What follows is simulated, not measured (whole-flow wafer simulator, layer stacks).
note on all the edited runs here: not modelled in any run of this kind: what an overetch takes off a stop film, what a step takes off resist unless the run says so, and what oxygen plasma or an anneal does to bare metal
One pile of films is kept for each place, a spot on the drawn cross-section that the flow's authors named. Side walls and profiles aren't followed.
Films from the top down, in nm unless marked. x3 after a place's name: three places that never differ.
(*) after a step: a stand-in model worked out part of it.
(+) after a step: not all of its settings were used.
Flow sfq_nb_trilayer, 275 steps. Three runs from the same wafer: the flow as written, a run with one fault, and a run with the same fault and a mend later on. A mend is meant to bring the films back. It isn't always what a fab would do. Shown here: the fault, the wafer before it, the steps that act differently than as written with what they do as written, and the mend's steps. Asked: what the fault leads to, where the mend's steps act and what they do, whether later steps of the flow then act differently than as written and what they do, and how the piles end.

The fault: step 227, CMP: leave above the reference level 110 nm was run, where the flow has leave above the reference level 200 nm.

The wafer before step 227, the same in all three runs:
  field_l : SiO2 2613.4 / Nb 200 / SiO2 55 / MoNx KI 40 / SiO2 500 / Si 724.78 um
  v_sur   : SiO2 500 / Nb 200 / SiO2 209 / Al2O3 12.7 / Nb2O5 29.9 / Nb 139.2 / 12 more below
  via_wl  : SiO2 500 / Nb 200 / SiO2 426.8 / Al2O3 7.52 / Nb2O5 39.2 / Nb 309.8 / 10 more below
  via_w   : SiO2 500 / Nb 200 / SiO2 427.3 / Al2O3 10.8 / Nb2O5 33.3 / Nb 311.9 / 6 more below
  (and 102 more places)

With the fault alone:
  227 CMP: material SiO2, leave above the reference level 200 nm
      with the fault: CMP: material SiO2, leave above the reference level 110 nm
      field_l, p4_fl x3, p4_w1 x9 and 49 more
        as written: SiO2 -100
        with the fault: SiO2 -190
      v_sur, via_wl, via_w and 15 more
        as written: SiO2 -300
        with the fault: SiO2 -390
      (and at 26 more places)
  Later steps of the flow that act differently than as written (3 more steps differ only slightly, by at most 2% or 0.5 nm, whichever is larger, and aren't shown):
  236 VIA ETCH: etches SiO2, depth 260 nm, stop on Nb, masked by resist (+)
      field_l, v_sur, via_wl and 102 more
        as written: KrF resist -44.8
        with the fault: KrF resist -28.4
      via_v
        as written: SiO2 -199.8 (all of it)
        with the fault: SiO2 -109.8 (all of it)
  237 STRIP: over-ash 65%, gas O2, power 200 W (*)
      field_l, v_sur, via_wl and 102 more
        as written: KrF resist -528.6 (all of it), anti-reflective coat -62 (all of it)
        with the fault: KrF resist -545 (all of it), anti-reflective coat -62 (all of it)
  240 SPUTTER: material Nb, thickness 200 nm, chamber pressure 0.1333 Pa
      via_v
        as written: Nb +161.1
        with the fault: Nb +183.2
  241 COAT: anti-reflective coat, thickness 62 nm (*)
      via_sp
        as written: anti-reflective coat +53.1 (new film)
        with the fault: anti-reflective coat +55 (new film)
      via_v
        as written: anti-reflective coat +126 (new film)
        with the fault: anti-reflective coat +105 (new film)
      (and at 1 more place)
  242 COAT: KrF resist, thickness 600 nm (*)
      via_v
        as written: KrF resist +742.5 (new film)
        with the fault: KrF resist +666.5 (new film)
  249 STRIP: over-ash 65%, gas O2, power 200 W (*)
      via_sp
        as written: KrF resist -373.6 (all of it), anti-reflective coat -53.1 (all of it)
        with the fault: KrF resist -379.8 (all of it), anti-reflective coat -55 (all of it)
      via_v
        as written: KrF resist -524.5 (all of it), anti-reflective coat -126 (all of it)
        with the fault: KrF resist -448.8 (all of it), anti-reflective coat -105 (all of it)
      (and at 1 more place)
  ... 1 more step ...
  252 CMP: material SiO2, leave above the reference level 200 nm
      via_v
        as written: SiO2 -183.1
        with the fault: SiO2 -174.3
  At the end the piles differ from the flow's by more than 2% or 0.5 nm, whichever is larger, at field_l, v_sur, via_wl and 103 more.
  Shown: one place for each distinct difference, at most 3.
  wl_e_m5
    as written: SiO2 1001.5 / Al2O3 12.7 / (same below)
    with the fault: SiO2 911.5 / Al2O3 12.7 / (same below)
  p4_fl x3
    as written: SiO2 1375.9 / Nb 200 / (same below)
    with the fault: SiO2 1285.9 / Nb 200 / (same below)
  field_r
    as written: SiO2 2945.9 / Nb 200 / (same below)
    with the fault: SiO2 2855.9 / Nb 200 / (same below)

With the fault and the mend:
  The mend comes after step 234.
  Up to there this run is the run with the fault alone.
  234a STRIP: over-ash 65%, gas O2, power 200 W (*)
      field_l, v_sur, via_wl and 102 more
        KrF resist -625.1 (all of it), anti-reflective coat -62 (all of it)
      via_v
        anti-reflective coat -62 (all of it)
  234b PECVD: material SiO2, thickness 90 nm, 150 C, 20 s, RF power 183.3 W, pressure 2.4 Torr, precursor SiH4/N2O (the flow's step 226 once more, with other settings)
      field_l, v_sur, via_wl and 103 more
        SiO2 +90
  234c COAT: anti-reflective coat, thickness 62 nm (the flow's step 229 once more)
      field_l, v_sur, via_wl and 103 more
        anti-reflective coat +62 (new film)
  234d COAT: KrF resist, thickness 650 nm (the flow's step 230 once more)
      field_l, v_sur, via_wl and 103 more
        KrF resist +650 (new film)
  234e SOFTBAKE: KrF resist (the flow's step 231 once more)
      changes no film at any place that is followed
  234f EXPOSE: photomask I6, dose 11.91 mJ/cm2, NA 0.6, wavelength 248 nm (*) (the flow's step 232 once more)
      changes no film at any place that is followed
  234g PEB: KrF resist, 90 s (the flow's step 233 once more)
      field_l, v_sur, via_wl and 103 more
        KrF resist -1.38
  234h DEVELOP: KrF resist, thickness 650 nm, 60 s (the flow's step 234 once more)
      field_l, v_sur, via_wl and 102 more
        KrF resist -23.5
      via_v
        KrF resist -648.6 (all of it)
  No later step of the flow acts differently than as written, at any place that is followed, by more than 2% or 0.5 nm, whichever is larger.
  At the end the piles are the same as the flow's at every place that both follow.
